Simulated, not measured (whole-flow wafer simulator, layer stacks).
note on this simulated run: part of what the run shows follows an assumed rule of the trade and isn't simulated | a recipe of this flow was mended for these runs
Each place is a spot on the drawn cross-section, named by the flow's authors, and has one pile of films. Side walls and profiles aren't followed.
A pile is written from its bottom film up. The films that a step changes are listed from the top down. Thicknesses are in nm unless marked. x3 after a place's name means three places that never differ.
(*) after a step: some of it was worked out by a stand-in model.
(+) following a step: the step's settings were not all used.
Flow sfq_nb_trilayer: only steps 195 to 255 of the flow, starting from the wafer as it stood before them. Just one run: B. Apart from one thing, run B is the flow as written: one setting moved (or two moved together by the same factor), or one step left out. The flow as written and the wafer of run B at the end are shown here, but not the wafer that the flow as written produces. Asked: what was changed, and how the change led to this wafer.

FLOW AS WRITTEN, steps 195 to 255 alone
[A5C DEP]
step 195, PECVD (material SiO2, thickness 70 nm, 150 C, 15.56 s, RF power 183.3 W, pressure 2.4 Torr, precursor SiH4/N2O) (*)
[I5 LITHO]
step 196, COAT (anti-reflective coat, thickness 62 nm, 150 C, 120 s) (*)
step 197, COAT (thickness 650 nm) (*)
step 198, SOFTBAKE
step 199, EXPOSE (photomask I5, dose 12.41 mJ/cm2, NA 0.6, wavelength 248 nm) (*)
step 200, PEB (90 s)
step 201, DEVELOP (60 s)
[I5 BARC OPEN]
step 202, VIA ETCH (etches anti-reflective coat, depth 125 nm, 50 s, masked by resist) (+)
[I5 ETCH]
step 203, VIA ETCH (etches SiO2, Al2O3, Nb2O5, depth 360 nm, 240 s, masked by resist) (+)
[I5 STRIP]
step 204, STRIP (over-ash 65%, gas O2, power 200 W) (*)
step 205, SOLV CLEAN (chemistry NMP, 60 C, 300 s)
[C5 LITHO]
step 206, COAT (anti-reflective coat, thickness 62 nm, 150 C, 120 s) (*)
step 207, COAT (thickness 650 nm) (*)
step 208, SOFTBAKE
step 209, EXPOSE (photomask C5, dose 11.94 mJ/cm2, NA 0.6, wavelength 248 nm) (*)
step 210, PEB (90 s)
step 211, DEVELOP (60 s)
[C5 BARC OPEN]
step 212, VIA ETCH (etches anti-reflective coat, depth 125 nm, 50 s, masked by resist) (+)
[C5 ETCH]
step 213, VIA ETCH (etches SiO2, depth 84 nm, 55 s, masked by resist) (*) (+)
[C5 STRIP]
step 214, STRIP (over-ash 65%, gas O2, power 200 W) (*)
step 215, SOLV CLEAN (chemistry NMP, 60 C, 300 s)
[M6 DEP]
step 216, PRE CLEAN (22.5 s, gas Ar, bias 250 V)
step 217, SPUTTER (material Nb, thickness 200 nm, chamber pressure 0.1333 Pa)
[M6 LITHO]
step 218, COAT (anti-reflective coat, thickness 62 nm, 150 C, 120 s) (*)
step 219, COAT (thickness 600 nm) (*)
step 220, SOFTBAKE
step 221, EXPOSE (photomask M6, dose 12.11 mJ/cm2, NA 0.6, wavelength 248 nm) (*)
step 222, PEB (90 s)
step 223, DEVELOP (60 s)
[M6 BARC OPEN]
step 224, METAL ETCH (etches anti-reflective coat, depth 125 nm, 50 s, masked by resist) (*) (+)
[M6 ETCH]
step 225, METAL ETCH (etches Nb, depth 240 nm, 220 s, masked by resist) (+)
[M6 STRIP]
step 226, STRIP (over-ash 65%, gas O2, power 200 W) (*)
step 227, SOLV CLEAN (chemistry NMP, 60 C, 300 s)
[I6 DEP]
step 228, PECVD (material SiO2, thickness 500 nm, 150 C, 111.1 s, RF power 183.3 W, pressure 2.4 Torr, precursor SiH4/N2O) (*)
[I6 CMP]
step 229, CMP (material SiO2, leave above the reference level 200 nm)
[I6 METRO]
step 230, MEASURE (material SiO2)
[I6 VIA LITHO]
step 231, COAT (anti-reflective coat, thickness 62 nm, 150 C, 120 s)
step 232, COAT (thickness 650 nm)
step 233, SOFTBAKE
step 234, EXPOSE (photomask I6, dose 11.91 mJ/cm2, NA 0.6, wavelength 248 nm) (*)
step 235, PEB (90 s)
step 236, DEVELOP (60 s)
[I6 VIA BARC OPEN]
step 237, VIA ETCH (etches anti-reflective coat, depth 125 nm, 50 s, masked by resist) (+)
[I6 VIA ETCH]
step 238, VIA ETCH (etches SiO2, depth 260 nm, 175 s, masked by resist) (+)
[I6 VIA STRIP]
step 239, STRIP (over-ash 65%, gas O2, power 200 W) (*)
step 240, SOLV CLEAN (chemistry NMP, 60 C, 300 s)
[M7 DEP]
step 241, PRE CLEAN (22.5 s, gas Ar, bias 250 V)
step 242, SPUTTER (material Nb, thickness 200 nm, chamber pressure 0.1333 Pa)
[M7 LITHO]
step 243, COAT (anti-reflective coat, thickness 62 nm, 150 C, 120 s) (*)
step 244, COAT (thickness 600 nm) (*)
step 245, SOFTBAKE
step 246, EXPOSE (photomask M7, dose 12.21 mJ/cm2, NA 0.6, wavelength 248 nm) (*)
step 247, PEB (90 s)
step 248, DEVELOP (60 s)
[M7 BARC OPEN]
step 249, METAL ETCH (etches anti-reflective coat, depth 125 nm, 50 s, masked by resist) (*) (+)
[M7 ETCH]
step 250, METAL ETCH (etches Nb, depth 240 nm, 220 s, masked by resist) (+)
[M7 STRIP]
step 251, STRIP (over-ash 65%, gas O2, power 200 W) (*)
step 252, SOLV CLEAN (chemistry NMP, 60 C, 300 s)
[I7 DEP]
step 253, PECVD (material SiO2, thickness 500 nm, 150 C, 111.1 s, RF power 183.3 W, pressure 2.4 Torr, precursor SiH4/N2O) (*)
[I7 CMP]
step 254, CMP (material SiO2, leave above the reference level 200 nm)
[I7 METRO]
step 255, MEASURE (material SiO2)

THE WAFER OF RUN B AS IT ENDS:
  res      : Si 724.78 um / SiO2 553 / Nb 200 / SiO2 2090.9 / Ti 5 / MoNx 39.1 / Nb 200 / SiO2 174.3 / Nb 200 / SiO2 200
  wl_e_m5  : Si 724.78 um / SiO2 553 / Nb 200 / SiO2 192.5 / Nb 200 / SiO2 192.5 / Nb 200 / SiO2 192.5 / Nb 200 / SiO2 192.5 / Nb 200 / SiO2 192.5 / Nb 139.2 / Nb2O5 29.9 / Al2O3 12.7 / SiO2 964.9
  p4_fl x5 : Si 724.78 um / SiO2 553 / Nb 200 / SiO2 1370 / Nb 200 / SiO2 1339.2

The reason: step 195, PECVD: 7.778 s was run, though the flow has 15.56 s.

The path from the change to this, step by step:
  step 195, PECVD (material SiO2, thickness 70 nm, 150 C, 15.56 s, RF power 183.3 W, pressure 2.4 Torr, precursor SiH4/N2O) (*)
      field_l, v_sur, via_wl and 92 more: +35 SiO2 (it would be, as written: +70 SiO2)
      ce_l, c5j, ce_r and 8 more: +35 SiO2 (new film) (it would be, as written: +70 SiO2 (new film))
  step 196, COAT (anti-reflective coat, thickness 62 nm, 150 C, 120 s) (*)
      r5r_line_l, r5r_line_c, r5r_line_r: +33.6 anti-reflective coat (new film) (it would be, as written: +35.5 anti-reflective coat (new film))
      r5r_spacepad_l, r5r_spacepad_r: +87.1 anti-reflective coat (new film) (it would be, as written: +89.1 anti-reflective coat (new film))
      (also at 1 further place)
  step 203, VIA ETCH (etches SiO2, Al2O3, Nb2O5, depth 360 nm, 240 s, masked by resist) (+)
      be: -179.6 SiO2 (all of it), -12.7 Al2O3 (all of it), -29.9 Nb2O5 (all of it), -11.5 Nb (it would be, as written: -214.5 SiO2 (all of it), -12.7 Al2O3 (all of it), -29.9 Nb2O5 (all of it), -8.57 Nb)
  step 204, STRIP (over-ash 65%, gas O2, power 200 W) (*)
      r5r_line_l, r5r_line_c, r5r_line_r: -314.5 KrF-resist-other-grade (all of it), -33.6 anti-reflective coat (all of it) (it would be, as written: -314.5 KrF-resist-other-grade (all of it), -35.5 anti-reflective coat (all of it))
      r5r_spacepad_l, r5r_spacepad_r: -316.2 KrF-resist-other-grade (all of it), -87.1 anti-reflective coat (all of it) (it would be, as written: -316.1 KrF-resist-other-grade (all of it), -89.1 anti-reflective coat (all of it))
      (also at 1 further place)
  step 206, COAT (anti-reflective coat, thickness 62 nm, 150 C, 120 s) (*)
      r5r_line_l, r5r_line_c, r5r_line_r: +33.6 anti-reflective coat (new film) (it would be, as written: +35.5 anti-reflective coat (new film))
      r5r_spacepad_l, r5r_spacepad_r: +87.1 anti-reflective coat (new film) (it would be, as written: +89.1 anti-reflective coat (new film))
      (also at 2 further places)
  step 207, COAT (thickness 650 nm) (*)
      be: +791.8 KrF-resist-other-grade (new film) (it would be, as written: +815 KrF-resist-other-grade (new film))
  step 213, VIA ETCH (etches SiO2, depth 84 nm, 55 s, masked by resist) (*) (+)
      c5j: -34.8 SiO2 (all of it), -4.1 Nb (it would be, as written: -69.7 SiO2 (all of it), -1.19 Nb)
      res: -34.7 SiO2 (all of it), -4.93 Ti (it would be, as written: -69.7 SiO2 (all of it), -1.43 Ti)
  step 214, STRIP (over-ash 65%, gas O2, power 200 W) (*)
      r5r_line_l, r5r_line_c, r5r_line_r: -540 KrF-resist-other-grade (all of it), -33.6 anti-reflective coat (all of it) (it would be, as written: -540 KrF-resist-other-grade (all of it), -35.5 anti-reflective coat (all of it))
      r5r_spacepad_l, r5r_spacepad_r: -541.7 KrF-resist-other-grade (all of it), -87.1 anti-reflective coat (all of it) (it would be, as written: -541.6 KrF-resist-other-grade (all of it), -89.1 anti-reflective coat (all of it))
      (also at 2 further places)
  step 216, PRE CLEAN (22.5 s, gas Ar, bias 250 V)
      res: -3.57 Ti (all of it), -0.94 MoNx (it would be, as written: -4.53 Ti)
  step 217, SPUTTER (material Nb, thickness 200 nm, chamber pressure 0.1333 Pa)
      be: +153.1 Nb (it would be, as written: +145.8 Nb)
      c5j: +196.8 Nb (it would be, as written: +188.4 Nb)
      (also at 1 further place)
  step 218, COAT (anti-reflective coat, thickness 62 nm, 150 C, 120 s) (*)
      r5r_line_l, r5r_line_c, r5r_line_r: +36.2 anti-reflective coat (new film) (it would be, as written: +37.1 anti-reflective coat (new film))
      wire: +34.1 anti-reflective coat (new film) (it would be, as written: +33.4 anti-reflective coat (new film))
      (also at 11 further places)
  step 219, COAT (thickness 600 nm) (*)
      be: +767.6 KrF-resist-other-grade (new film) (it would be, as written: +795.2 KrF-resist-other-grade (new film))
  step 224, METAL ETCH (etches anti-reflective coat, depth 125 nm, 50 s, masked by resist) (*) (+)
      r5r_line_l, r5r_line_c, r5r_line_r: -36.2 anti-reflective coat (all of it) (it would be, as written: -37.1 anti-reflective coat (all of it))
      field_r: -65 anti-reflective coat (all of it) (it would be, as written: -67 anti-reflective coat (all of it))
  step 226, STRIP (over-ash 65%, gas O2, power 200 W) (*)
      wire: -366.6 KrF-resist-other-grade (all of it), -34.1 anti-reflective coat (all of it) (it would be, as written: -363.9 KrF-resist-other-grade (all of it), -33.4 anti-reflective coat (all of it))
      be: -531.7 KrF-resist-other-grade (all of it), -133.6 anti-reflective coat (all of it) (it would be, as written: -559.4 KrF-resist-other-grade (all of it), -139.6 anti-reflective coat (all of it))
      (also at 9 further places)
  step 228, PECVD (material SiO2, thickness 500 nm, 150 C, 111.1 s, RF power 183.3 W, pressure 2.4 Torr, precursor SiH4/N2O) (*)
      be: +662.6 SiO2 (new film) (it would be, as written: +702 SiO2 (new film))
      c5j: +500 SiO2 (new film) (it would be, as written: +514.7 SiO2 (new film))
  step 229, CMP (material SiO2, leave above the reference level 200 nm)
      c5j: -253.7 SiO2 (it would be, as written: -228 SiO2)
      res: -318.2 SiO2 (it would be, as written: -279.3 SiO2)
